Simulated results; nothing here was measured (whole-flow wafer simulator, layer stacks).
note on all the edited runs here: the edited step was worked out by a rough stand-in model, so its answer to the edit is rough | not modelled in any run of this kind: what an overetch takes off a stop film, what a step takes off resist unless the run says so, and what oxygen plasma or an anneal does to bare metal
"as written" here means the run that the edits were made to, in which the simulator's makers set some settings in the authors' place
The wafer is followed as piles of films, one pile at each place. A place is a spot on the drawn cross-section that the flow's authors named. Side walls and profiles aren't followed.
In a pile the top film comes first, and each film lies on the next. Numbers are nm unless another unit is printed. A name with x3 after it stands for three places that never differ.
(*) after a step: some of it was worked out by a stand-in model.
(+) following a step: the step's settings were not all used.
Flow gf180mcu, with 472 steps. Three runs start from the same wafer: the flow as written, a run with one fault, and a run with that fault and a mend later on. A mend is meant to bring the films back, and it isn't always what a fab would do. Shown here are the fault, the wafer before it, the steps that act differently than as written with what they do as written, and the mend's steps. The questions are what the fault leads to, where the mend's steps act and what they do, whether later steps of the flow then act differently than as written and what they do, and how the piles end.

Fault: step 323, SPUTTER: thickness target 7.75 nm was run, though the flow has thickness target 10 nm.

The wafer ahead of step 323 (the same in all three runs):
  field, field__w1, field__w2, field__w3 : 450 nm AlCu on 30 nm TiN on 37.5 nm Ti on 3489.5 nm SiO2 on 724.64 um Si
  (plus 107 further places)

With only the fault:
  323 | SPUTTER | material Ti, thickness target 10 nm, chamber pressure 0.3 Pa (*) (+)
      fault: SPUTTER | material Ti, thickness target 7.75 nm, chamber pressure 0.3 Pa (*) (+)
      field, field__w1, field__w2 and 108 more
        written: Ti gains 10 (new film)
        fault: Ti gains 7.75 (new film)
  Later steps of the flow acting differently than as written (not shown: 4 more steps that differ only slightly, by at most 2% or 0.5 nm, whichever is larger):
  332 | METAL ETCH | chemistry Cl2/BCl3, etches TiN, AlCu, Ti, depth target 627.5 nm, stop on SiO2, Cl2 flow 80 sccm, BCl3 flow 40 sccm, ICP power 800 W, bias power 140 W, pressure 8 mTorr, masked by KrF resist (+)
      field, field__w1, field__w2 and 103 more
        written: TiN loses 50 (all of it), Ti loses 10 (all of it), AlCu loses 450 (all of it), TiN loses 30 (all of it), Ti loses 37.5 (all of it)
        fault: TiN loses 50 (all of it), Ti loses 7.75 (all of it), AlCu loses 450 (all of it), TiN loses 30 (all of it), Ti loses 37.5 (all of it)
  At field__w8, contact, m1, m1__w1, m1_nw, the piles at the end differ from the flow's by more than 2% or 0.5 nm, whichever is larger.
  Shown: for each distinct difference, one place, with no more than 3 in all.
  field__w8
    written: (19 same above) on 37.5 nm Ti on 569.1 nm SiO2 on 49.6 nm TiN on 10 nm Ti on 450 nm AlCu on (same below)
    fault: (19 same above) on 37.5 nm Ti on 571.4 nm SiO2 on 49.6 nm TiN on 7.75 nm Ti on 450 nm AlCu on (same below)
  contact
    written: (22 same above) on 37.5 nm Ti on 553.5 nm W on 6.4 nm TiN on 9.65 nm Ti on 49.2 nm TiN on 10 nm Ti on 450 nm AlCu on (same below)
    fault: (22 same above) on 37.5 nm Ti on 555.8 nm W on 6.4 nm TiN on 9.64 nm Ti on 49.2 nm TiN on 7.75 nm Ti on 450 nm AlCu on (same below)

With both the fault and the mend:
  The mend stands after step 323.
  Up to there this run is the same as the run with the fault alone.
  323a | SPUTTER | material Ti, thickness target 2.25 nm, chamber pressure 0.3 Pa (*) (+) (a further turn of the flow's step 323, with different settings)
      field, field__w1, field__w2 and 108 more
        Ti gains 2.25
  Every later step of the flow that is run acts as written at every place that is followed.
  The piles end the same as the flow's at every place that both follow.
